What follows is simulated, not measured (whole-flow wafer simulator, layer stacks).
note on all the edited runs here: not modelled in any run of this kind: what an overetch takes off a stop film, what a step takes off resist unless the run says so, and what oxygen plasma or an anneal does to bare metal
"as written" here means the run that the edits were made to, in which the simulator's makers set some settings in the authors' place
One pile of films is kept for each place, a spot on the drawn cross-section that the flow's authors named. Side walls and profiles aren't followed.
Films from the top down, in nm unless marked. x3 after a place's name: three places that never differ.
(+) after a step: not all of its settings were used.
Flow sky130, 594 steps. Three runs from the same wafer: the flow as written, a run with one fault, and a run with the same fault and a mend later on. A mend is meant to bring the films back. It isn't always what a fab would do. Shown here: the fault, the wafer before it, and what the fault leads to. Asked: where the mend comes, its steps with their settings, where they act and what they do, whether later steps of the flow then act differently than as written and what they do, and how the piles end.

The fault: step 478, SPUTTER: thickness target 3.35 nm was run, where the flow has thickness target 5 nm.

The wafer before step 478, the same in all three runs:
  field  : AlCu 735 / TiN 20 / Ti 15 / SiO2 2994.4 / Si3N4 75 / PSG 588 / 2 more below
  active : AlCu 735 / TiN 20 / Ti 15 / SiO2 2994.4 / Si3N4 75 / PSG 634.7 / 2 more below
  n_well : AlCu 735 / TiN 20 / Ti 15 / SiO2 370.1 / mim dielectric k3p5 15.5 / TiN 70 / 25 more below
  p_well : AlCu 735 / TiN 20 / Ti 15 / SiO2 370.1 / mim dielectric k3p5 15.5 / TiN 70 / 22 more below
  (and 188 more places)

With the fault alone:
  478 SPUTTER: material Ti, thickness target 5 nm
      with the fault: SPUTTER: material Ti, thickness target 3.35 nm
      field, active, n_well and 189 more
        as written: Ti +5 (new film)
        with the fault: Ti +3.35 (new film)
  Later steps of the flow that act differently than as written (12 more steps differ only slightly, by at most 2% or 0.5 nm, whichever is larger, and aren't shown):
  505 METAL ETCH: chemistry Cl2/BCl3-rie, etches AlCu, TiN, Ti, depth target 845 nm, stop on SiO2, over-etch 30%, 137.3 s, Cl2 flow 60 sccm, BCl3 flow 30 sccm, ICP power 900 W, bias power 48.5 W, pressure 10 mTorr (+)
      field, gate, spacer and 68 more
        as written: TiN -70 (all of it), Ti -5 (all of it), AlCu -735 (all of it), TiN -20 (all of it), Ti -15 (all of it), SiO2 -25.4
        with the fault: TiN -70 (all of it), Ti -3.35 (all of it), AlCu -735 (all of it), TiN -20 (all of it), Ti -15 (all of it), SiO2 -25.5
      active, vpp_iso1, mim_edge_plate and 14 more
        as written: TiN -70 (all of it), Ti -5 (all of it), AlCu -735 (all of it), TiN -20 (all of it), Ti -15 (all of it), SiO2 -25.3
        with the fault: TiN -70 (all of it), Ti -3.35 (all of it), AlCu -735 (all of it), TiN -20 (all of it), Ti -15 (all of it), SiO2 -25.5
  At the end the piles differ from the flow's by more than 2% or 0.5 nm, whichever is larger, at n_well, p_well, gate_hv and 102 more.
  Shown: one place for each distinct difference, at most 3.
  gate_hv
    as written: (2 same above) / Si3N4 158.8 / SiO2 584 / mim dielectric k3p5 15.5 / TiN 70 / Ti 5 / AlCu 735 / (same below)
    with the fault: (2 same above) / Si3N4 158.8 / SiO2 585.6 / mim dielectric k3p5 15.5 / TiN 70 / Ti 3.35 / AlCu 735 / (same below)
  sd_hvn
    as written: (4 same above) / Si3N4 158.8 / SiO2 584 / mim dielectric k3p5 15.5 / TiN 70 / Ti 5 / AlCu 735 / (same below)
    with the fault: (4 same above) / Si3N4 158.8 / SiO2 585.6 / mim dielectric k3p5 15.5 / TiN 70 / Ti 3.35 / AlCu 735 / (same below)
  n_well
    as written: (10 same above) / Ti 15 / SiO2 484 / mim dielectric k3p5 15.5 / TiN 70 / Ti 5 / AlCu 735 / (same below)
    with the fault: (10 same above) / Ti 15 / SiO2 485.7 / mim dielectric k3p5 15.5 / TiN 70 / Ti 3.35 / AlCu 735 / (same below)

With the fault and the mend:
  The mend comes after step 478.
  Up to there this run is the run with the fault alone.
  478a SPUTTER: material Ti, thickness target 1.65 nm (the flow's step 478 once more, with other settings)
      field, active, n_well and 189 more
        Ti +1.65
  No later step of the flow acts differently than as written at any place that is followed.
  At the end the piles are the same as the flow's at every place that both follow.
